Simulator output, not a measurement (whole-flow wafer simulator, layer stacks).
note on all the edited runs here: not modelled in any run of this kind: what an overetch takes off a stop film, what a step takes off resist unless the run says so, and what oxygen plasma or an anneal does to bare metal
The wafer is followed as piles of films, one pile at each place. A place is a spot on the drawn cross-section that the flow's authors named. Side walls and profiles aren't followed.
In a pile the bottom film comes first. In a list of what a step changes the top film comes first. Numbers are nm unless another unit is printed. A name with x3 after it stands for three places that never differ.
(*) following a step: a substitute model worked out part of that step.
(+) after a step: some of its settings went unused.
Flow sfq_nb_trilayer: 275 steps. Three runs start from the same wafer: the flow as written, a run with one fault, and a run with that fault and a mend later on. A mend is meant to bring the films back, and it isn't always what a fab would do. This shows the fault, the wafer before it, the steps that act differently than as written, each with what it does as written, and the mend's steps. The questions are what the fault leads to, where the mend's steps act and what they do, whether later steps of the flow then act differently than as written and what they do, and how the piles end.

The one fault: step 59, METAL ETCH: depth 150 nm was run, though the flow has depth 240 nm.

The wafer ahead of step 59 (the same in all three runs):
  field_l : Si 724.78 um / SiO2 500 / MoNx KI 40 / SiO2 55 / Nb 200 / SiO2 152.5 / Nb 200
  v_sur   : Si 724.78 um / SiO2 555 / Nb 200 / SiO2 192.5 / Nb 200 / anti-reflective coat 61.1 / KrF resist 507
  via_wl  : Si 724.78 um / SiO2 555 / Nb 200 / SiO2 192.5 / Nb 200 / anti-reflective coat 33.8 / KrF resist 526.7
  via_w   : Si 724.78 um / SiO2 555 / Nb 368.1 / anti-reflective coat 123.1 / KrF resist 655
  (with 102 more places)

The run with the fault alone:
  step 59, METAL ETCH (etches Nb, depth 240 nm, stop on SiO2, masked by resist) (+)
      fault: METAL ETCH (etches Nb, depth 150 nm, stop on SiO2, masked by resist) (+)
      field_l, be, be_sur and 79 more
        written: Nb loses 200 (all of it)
        fault: Nb loses 150
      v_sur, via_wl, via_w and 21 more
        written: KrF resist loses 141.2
        fault: KrF resist loses 88.2
  Steps further on in the flow that do not act as written:
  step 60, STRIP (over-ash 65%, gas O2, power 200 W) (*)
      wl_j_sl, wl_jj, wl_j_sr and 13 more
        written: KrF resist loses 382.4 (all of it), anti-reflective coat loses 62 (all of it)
        fault: KrF resist loses 435.3 (all of it), anti-reflective coat loses 62 (all of it)
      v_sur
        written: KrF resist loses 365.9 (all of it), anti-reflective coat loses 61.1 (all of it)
        fault: KrF resist loses 418.8 (all of it), anti-reflective coat loses 61.1 (all of it)
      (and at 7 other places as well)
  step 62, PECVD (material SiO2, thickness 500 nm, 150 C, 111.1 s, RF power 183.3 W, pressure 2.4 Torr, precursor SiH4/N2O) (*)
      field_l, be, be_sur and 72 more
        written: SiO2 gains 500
        fault: SiO2 gains 500 (new film)
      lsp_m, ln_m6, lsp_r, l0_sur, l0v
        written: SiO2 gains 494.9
        fault: SiO2 gains 500 (new film)
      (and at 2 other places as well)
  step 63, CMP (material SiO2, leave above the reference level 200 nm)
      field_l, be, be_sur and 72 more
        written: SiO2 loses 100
        fault: SiO2 loses 150
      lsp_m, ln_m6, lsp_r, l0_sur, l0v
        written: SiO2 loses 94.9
        fault: SiO2 loses 150
  At field_l, be, be_sur and 79 more, the piles at the end differ from the flow's by more than 2% or 0.5 nm, whichever is larger.
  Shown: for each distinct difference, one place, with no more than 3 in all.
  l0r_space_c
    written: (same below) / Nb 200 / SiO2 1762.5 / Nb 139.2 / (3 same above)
    fault: (same below) / Nb 200 / SiO2 192.5 / Nb 50 / SiO2 1520 / Nb 139.2 / (3 same above)
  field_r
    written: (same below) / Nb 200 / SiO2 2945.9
    fault: (same below) / Nb 200 / SiO2 192.5 / Nb 50 / SiO2 2703.4
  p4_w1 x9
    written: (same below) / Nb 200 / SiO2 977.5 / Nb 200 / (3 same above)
    fault: (same below) / Nb 200 / SiO2 192.5 / Nb 50 / SiO2 735 / Nb 200 / (3 same above)

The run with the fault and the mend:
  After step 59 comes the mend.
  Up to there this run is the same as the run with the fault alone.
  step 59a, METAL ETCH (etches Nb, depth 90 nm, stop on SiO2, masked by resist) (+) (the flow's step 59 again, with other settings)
      field_l, be, be_sur and 79 more
        Nb loses 50 (all of it)
      v_sur, via_wl, via_w and 21 more
        KrF resist loses 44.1
  Steps further on in the flow that do not act as written:
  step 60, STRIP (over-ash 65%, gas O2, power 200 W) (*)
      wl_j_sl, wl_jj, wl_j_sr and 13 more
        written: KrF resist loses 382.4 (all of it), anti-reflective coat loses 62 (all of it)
        mend: KrF resist loses 391.2 (all of it), anti-reflective coat loses 62 (all of it)
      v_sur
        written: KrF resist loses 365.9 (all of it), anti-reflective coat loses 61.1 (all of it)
        mend: KrF resist loses 374.7 (all of it), anti-reflective coat loses 61.1 (all of it)
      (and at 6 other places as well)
  The piles end the same as the flow's at every place that both follow.
